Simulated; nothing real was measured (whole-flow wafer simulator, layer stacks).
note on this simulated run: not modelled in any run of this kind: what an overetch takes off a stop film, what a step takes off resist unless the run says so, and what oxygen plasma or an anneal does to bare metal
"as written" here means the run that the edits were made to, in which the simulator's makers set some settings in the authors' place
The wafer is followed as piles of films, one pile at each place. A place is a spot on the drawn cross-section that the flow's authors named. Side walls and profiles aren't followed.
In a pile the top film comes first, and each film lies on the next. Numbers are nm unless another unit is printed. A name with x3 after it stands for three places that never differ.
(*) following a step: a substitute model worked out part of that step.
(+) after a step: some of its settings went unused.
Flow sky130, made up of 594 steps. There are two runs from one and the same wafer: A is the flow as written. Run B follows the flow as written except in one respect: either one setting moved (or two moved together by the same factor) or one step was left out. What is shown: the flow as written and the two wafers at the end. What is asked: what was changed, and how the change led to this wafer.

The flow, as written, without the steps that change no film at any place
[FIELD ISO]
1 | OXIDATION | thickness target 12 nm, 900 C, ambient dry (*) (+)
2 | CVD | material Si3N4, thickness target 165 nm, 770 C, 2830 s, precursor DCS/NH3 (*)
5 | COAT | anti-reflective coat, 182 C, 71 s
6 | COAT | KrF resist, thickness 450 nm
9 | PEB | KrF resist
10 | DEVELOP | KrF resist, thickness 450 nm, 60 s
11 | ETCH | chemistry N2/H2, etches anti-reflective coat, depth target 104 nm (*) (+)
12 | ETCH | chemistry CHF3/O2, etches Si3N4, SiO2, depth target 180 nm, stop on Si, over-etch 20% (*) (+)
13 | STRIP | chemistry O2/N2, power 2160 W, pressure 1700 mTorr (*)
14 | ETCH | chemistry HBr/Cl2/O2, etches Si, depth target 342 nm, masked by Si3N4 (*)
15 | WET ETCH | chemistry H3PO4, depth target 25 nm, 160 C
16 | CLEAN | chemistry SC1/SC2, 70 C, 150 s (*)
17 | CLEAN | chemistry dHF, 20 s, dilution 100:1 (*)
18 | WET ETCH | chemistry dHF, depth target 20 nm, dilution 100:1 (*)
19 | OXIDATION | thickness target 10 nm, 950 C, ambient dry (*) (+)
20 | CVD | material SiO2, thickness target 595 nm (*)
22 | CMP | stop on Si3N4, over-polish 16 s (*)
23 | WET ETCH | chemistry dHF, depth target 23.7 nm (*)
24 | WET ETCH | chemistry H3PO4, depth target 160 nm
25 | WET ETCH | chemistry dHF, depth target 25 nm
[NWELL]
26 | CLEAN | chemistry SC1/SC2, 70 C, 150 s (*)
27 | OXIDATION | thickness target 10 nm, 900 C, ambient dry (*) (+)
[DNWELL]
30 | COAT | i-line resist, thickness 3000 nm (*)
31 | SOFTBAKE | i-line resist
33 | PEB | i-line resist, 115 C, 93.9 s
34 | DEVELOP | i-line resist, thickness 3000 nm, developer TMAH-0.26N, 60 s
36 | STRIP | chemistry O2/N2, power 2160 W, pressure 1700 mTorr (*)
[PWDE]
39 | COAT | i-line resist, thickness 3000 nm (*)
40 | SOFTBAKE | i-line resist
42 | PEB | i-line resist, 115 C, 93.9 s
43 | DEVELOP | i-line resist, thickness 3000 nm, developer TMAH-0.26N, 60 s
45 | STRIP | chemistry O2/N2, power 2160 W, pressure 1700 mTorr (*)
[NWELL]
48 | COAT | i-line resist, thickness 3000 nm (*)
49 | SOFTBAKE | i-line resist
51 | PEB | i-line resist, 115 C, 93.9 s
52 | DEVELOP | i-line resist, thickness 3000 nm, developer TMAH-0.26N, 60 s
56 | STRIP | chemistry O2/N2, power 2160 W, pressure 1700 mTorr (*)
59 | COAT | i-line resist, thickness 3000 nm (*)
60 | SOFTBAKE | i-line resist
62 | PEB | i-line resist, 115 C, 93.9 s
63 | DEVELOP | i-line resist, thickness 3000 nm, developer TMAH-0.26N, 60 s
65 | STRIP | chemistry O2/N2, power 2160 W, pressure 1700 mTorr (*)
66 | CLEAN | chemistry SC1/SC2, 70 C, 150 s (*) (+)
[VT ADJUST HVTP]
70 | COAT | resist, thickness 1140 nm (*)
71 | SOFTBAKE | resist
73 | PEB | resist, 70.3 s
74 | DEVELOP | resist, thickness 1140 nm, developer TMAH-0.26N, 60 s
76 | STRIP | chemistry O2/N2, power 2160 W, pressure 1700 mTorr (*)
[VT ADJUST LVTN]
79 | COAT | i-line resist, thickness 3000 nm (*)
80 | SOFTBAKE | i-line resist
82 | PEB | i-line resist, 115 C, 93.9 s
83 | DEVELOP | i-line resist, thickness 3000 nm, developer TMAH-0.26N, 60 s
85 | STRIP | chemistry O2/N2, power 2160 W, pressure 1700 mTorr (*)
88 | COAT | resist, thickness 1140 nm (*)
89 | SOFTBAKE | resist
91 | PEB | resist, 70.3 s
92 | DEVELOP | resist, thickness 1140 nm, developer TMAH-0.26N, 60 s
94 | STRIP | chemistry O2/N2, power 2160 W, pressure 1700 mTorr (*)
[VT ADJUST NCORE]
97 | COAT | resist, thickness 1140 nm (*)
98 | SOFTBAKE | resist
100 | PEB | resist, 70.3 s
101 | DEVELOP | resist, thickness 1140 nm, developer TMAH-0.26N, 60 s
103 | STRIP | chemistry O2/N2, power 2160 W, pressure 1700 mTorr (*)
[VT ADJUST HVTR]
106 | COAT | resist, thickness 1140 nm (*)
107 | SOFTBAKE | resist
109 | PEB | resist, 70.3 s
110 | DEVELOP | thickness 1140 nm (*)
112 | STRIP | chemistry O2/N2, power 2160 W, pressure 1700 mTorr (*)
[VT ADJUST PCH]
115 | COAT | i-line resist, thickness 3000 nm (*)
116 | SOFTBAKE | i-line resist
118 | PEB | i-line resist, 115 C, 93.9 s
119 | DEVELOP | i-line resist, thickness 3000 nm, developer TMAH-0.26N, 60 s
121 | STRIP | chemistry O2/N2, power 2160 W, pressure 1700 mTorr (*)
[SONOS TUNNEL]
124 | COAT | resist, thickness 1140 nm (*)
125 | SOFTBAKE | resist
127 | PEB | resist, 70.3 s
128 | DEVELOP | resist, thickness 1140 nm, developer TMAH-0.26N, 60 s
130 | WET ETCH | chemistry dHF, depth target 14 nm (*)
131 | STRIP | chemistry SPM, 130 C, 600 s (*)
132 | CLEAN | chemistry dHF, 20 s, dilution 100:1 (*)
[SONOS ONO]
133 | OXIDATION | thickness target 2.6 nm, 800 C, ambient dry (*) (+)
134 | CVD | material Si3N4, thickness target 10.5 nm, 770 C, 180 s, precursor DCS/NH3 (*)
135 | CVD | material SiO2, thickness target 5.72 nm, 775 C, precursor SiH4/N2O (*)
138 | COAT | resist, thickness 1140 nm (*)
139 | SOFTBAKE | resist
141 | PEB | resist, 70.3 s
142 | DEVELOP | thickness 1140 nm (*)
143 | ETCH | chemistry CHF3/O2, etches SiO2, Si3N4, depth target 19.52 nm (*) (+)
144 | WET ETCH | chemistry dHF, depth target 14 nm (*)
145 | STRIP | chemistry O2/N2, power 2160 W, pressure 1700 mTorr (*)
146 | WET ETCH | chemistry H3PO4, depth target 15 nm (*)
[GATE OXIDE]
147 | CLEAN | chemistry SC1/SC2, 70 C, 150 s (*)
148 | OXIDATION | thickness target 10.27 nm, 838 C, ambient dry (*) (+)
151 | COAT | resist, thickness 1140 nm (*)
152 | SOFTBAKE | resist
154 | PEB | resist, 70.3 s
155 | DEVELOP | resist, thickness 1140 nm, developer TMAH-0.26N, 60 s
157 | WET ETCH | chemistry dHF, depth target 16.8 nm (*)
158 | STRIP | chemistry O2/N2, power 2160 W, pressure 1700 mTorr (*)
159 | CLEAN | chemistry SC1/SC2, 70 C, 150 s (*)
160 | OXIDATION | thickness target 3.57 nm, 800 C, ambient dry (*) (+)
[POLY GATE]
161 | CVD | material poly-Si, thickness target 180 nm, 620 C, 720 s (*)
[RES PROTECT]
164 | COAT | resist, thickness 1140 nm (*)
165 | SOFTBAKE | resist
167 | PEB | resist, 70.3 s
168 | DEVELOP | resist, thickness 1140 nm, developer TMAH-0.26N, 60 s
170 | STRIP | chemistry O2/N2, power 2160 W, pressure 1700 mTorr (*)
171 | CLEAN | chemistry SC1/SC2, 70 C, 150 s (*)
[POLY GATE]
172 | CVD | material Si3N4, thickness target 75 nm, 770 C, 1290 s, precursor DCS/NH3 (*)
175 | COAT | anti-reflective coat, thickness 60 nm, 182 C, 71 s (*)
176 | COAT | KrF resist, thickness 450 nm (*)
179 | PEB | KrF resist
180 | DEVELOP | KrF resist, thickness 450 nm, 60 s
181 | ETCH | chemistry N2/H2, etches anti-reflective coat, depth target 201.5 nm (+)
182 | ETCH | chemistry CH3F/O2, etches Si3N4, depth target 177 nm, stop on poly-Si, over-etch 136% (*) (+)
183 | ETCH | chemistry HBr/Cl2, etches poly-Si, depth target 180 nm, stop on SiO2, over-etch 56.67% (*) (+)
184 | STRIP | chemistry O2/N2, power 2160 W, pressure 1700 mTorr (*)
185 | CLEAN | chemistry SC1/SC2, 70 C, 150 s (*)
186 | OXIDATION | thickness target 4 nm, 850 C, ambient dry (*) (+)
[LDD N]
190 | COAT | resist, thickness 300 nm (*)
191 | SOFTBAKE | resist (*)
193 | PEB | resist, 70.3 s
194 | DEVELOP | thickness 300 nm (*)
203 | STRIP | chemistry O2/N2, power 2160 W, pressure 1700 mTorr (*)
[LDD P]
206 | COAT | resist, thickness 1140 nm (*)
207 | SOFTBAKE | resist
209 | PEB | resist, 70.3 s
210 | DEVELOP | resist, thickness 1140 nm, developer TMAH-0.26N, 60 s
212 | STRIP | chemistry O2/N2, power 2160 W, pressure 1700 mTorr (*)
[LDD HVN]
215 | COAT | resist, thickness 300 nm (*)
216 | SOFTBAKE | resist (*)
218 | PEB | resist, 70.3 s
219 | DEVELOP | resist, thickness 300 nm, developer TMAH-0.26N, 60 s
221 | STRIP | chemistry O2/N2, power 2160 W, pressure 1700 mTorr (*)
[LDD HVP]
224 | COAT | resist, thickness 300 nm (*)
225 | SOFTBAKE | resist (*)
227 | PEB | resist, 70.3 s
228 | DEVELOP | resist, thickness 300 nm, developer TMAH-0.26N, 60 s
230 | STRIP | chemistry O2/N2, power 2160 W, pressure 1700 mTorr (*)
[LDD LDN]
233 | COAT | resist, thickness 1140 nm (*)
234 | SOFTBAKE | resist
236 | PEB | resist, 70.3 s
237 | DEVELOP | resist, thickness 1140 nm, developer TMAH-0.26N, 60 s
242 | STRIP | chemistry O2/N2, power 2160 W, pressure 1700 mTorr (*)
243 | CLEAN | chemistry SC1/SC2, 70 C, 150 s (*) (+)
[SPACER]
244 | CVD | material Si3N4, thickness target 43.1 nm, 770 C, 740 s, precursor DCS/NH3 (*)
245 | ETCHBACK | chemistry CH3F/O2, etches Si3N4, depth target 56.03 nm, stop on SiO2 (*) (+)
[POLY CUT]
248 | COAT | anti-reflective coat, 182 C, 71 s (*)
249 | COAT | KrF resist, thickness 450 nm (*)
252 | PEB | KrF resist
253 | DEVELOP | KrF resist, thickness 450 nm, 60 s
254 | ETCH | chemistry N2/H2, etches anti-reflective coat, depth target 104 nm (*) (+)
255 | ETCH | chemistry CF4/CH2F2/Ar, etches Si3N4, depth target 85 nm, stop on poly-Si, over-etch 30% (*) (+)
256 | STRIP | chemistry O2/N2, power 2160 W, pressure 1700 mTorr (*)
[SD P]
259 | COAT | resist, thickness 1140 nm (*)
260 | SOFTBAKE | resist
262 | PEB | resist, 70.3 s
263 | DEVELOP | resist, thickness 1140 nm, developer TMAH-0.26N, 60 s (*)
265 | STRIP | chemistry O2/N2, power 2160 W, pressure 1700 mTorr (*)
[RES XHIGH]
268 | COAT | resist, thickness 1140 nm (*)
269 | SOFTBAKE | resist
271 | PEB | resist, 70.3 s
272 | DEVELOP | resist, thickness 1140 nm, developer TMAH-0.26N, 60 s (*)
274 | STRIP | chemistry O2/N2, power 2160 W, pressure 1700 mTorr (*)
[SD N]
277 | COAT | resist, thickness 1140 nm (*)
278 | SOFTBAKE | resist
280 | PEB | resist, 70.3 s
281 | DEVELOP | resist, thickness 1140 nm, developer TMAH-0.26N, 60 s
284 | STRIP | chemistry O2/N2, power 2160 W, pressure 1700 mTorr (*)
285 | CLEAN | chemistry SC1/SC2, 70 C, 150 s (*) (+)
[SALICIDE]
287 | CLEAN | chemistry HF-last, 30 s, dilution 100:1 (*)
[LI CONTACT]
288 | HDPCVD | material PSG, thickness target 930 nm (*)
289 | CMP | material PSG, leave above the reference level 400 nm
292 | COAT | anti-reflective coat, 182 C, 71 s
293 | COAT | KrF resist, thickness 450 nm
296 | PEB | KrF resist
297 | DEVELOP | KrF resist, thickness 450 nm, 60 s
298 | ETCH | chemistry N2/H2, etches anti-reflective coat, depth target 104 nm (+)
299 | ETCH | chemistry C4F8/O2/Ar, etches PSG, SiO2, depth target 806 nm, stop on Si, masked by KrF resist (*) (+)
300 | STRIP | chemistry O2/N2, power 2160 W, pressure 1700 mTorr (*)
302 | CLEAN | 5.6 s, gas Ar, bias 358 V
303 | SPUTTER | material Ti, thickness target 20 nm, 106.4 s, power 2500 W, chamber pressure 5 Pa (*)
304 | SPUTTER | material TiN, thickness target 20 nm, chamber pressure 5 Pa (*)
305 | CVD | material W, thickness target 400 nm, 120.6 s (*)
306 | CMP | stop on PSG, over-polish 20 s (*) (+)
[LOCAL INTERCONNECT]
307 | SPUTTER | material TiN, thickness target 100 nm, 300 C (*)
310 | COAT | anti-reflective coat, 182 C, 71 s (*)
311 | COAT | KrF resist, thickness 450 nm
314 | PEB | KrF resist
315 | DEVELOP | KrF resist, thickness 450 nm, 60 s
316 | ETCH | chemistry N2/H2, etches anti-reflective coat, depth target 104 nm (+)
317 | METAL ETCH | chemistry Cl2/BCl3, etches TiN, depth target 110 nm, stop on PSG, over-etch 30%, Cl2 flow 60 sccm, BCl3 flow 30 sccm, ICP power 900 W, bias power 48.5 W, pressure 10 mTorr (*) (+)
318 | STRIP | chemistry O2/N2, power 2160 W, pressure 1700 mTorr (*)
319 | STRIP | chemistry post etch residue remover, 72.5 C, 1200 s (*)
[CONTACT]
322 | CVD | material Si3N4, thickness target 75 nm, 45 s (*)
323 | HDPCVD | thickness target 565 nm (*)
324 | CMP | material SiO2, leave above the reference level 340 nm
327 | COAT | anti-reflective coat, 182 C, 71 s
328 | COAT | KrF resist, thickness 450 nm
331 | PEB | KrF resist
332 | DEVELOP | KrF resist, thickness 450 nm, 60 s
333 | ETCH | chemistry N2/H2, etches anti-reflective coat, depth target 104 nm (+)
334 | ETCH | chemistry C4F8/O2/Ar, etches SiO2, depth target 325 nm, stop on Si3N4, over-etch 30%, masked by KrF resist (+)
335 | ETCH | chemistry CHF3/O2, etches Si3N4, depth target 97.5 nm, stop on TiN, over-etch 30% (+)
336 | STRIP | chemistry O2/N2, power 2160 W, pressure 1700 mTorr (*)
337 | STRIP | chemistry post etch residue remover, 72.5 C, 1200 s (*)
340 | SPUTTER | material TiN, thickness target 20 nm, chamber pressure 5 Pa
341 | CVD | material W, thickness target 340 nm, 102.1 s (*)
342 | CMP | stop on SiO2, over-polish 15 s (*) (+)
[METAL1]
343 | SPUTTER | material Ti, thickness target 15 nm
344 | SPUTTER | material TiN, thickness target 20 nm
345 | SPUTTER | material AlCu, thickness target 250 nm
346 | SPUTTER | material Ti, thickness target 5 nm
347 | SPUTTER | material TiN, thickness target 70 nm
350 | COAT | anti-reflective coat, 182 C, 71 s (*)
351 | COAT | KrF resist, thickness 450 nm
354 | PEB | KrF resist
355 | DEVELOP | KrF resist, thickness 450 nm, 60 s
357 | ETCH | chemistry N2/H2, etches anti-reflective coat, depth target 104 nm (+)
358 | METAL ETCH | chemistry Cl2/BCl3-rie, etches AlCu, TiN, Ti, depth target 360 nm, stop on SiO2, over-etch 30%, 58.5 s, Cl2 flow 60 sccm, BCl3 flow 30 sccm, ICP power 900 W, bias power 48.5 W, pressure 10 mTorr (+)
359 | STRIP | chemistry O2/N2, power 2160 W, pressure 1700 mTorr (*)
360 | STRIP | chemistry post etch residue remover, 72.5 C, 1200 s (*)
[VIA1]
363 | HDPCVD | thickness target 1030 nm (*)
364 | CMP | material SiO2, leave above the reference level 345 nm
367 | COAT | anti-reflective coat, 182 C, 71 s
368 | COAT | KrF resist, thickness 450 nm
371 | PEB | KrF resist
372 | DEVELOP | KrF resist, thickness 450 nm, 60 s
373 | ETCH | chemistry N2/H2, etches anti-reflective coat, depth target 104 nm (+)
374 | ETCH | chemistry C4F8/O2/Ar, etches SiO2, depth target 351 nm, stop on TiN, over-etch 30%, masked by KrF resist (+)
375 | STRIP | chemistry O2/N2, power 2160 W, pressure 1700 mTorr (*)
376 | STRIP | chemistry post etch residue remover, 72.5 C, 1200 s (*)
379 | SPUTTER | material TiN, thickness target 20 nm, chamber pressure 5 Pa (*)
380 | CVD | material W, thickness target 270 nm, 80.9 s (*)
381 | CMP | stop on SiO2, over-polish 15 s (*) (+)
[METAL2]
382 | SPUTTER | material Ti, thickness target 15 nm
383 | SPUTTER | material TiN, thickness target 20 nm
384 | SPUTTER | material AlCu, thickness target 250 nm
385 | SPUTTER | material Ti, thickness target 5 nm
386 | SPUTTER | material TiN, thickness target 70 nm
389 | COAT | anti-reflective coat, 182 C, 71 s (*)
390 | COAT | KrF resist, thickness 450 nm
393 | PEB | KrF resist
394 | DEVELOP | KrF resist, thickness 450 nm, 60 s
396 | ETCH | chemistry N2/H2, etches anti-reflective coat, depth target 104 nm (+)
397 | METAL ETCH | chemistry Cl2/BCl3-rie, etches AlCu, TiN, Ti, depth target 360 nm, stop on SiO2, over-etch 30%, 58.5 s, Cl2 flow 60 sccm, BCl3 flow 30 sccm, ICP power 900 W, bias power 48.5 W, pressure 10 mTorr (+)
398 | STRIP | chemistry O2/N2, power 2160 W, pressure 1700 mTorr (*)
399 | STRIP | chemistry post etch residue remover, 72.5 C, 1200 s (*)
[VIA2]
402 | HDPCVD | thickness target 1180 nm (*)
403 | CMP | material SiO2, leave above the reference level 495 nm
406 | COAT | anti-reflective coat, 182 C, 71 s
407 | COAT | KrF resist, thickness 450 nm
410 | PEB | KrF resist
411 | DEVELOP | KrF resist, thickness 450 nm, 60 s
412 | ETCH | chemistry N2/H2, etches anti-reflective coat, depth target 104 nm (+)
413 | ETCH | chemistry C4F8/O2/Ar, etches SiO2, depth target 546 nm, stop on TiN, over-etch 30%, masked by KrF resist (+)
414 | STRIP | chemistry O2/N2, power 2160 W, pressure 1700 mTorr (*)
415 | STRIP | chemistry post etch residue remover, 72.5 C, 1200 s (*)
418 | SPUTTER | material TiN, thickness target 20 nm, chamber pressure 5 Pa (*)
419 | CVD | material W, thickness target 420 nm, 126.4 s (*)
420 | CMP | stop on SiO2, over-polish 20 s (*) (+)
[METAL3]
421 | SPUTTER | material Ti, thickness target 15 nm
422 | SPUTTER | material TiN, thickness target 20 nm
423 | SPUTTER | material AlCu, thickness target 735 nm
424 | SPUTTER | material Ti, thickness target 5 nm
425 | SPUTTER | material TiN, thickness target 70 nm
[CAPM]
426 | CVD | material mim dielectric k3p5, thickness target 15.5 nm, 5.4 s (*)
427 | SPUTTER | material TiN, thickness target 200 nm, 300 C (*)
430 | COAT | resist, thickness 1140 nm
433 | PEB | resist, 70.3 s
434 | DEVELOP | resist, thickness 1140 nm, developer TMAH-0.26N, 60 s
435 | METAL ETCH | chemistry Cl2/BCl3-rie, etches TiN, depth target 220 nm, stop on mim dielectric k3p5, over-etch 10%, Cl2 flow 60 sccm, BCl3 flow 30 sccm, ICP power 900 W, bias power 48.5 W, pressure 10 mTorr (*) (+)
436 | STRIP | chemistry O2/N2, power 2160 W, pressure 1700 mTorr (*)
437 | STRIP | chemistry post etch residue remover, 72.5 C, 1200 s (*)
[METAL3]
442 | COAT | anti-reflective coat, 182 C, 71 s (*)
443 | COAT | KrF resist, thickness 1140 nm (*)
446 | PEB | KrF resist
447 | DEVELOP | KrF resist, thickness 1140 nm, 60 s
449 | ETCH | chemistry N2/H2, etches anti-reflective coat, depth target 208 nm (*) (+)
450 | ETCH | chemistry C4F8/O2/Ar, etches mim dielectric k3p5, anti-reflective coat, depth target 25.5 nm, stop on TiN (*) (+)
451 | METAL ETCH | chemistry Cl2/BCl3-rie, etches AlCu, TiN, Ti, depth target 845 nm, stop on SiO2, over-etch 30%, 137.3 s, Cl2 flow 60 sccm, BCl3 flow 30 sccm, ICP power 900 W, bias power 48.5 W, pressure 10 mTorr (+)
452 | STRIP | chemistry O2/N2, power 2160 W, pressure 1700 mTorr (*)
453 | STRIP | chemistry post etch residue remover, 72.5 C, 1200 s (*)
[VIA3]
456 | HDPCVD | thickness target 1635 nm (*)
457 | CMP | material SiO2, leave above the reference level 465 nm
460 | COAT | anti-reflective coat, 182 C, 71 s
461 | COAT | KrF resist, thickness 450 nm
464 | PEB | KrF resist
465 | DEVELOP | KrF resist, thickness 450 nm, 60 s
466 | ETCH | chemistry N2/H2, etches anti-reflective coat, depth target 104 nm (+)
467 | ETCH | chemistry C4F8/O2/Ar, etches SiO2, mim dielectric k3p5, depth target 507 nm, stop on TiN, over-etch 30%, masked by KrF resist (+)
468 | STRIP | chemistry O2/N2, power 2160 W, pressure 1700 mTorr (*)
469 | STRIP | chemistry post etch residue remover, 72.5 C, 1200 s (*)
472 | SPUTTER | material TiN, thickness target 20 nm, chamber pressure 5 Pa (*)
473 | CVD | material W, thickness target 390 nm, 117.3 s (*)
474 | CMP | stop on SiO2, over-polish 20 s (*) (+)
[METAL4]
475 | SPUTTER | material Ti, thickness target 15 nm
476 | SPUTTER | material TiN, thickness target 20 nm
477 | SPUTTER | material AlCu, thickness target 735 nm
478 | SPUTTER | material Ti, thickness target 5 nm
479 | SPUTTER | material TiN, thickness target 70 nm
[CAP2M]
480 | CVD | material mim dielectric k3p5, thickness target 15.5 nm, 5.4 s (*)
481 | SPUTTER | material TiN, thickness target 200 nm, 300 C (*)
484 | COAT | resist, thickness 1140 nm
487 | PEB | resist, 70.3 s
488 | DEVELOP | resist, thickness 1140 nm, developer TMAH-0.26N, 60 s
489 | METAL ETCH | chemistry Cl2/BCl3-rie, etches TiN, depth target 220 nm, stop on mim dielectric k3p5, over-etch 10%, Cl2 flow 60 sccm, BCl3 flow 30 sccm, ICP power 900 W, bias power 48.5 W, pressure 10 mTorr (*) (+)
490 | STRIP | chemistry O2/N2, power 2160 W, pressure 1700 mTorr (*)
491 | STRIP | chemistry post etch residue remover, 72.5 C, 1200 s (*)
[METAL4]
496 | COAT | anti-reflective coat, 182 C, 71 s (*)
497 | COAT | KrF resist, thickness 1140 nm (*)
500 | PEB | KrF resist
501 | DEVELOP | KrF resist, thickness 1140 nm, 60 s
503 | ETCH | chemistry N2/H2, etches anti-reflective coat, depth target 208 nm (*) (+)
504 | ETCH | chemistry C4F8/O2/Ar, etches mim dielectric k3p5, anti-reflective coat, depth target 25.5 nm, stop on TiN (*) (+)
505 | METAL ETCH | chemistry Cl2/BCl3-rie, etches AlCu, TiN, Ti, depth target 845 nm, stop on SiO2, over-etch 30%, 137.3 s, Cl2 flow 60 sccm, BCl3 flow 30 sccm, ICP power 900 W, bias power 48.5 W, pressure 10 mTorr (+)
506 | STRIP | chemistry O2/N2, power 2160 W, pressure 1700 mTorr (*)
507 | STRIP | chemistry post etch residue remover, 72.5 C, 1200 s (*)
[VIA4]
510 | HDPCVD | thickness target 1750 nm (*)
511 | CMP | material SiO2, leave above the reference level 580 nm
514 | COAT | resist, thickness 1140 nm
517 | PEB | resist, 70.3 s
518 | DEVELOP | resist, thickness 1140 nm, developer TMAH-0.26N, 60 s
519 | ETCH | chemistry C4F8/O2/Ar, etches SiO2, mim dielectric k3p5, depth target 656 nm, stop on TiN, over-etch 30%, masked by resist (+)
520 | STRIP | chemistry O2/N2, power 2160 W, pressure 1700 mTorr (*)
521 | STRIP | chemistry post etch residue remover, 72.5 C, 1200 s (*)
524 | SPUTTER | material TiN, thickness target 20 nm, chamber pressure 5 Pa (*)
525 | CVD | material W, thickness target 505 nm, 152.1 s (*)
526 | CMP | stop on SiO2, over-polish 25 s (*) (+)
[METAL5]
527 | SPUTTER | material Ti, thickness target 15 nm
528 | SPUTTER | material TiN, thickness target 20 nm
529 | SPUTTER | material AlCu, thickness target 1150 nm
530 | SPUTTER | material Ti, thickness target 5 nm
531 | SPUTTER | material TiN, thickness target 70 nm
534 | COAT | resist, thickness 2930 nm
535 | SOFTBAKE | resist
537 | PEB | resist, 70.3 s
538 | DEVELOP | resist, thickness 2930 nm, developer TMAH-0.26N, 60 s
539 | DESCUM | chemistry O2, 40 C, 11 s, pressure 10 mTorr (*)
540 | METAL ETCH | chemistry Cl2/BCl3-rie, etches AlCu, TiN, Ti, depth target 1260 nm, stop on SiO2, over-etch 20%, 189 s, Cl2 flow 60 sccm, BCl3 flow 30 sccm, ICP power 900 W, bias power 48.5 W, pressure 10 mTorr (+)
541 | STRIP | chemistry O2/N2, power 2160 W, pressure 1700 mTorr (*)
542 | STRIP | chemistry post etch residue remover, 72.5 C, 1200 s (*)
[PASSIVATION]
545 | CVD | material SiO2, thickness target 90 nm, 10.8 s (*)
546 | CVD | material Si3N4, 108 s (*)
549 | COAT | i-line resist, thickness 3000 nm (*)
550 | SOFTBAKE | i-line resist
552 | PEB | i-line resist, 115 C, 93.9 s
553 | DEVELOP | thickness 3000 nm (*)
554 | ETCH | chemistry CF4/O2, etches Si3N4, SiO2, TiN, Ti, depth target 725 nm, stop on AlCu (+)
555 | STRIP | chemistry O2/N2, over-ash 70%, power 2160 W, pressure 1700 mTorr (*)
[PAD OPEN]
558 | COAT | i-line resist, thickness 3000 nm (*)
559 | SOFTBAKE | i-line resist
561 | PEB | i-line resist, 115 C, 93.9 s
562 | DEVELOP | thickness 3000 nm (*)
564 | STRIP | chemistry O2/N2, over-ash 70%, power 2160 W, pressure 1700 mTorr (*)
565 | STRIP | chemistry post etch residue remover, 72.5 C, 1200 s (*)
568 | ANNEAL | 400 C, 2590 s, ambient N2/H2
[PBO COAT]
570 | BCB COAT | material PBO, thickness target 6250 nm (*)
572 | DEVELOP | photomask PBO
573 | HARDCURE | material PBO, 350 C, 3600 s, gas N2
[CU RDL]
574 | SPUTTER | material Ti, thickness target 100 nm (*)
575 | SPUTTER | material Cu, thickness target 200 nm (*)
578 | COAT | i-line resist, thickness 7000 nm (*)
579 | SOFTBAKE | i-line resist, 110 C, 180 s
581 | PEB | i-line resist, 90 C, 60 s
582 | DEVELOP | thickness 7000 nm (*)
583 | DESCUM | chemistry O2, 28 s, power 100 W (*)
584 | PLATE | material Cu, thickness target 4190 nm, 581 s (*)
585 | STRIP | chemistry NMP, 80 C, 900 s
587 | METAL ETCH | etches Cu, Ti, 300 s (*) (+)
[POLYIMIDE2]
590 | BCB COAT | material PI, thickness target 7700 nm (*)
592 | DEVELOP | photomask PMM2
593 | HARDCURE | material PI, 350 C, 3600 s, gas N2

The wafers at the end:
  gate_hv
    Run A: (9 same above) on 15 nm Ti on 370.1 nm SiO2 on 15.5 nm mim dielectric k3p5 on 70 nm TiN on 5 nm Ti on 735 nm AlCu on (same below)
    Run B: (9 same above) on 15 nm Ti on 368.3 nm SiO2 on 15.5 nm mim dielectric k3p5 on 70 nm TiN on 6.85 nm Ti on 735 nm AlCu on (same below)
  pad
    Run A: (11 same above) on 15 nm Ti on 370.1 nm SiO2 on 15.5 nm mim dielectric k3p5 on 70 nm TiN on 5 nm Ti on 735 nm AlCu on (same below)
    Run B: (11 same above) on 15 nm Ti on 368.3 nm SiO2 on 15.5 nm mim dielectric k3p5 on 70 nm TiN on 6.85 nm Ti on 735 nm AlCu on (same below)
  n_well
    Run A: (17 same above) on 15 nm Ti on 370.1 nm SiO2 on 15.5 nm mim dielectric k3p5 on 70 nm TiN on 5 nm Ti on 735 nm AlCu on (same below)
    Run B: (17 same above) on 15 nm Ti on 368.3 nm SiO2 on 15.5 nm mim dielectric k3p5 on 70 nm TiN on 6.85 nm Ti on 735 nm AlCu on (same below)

The reason: step 424, SPUTTER: thickness target 6.85 nm was run, while the flow as written has thickness target 5 nm.
The wafer itself shows it: gate_hv has Ti 6.85, and step 424 as written asks for 5 nm.

Step by step, how the change led to this:
  424 | SPUTTER | material Ti, thickness target 5 nm
      field, active, n_well and 188 more: A +5 Ti (new film) | B +6.85 Ti (new film)
  451 | METAL ETCH | chemistry Cl2/BCl3-rie, etches AlCu, TiN, Ti, depth target 845 nm, stop on SiO2, over-etch 30%, 137.3 s, Cl2 flow 60 sccm, BCl3 flow 30 sccm, ICP power 900 W, bias power 48.5 W, pressure 10 mTorr (+)
      field, gate, spacer and 68 more: A -70 TiN (all of it), -5 Ti (all of it), -735 AlCu (all of it), -20 TiN (all of it), -15 Ti (all of it), -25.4 SiO2 | B -70 TiN (all of it), -6.85 Ti (all of it), -735 AlCu (all of it), -20 TiN (all of it), -15 Ti (all of it), -25.2 SiO2
      active, vpp_ln, vpp_iso2 and 11 more: A -70 TiN (all of it), -5 Ti (all of it), -735 AlCu (all of it), -20 TiN (all of it), -15 Ti (all of it), -25.3 SiO2 | B -70 TiN (all of it), -6.85 Ti (all of it), -735 AlCu (all of it), -20 TiN (all of it), -15 Ti (all of it), -25.2 SiO2
